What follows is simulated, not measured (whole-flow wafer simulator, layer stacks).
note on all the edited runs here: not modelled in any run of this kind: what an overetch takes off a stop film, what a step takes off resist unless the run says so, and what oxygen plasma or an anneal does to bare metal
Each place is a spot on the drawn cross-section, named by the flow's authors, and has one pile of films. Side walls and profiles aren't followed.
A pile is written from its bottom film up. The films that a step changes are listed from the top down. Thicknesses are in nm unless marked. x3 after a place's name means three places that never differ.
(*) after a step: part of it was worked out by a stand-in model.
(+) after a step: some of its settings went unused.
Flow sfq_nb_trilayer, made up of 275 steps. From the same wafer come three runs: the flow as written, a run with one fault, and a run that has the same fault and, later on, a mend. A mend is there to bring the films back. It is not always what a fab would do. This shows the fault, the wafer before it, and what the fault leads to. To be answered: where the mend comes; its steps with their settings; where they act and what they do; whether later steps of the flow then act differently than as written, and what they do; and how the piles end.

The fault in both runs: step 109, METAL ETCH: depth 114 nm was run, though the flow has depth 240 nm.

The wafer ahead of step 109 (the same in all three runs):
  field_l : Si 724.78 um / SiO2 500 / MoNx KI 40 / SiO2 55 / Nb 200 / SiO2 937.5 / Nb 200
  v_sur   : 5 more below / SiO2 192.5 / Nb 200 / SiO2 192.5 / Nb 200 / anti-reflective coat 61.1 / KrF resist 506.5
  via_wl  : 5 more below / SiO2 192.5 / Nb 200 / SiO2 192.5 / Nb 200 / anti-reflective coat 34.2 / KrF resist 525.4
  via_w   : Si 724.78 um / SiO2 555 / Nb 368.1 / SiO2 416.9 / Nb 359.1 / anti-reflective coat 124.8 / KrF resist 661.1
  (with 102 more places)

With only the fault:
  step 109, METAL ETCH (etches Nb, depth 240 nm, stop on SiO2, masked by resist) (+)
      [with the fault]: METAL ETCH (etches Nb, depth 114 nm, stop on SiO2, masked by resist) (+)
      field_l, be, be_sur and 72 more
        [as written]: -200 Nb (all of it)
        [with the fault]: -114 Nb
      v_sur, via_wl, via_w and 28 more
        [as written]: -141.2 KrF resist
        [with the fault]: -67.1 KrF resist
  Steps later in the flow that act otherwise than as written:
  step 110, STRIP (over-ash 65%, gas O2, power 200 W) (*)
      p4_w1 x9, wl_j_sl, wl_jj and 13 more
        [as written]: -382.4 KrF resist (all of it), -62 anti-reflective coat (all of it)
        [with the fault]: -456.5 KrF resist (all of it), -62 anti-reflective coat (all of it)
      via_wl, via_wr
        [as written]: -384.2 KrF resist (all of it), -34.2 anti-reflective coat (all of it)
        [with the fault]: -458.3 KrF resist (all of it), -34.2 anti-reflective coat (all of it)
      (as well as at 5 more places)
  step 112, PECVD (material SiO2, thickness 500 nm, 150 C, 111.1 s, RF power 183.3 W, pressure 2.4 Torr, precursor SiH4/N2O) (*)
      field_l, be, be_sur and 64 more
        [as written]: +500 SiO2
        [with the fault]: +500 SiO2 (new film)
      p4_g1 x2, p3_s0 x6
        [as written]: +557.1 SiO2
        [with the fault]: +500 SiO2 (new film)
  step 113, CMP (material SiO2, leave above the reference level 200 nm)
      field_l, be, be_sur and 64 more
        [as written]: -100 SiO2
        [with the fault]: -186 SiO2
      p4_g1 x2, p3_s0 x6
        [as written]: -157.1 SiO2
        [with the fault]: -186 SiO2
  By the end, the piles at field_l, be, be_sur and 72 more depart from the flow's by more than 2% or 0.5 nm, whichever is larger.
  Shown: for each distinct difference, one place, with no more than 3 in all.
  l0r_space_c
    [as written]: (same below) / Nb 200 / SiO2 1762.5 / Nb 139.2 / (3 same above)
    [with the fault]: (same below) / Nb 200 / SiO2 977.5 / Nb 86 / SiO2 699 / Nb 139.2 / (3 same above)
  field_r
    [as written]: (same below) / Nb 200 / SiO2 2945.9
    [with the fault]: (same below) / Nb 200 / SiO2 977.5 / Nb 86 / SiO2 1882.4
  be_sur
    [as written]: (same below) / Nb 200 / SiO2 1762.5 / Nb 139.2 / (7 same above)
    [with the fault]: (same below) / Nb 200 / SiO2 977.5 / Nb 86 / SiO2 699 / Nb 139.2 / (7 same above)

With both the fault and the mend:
  The mend follows step 109.
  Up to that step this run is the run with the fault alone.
  step 109a, METAL ETCH (etches Nb, depth 126 nm, stop on SiO2, masked by resist) (+) (the flow's step 109 again, with other settings)
      field_l, be, be_sur and 72 more
        -86 Nb (all of it)
      v_sur, via_wl, via_w and 28 more
        -74.1 KrF resist
  Later steps of the flow that are run all act as written at every place that is followed.
  At every place that both follow, the piles at the end match the flow's.
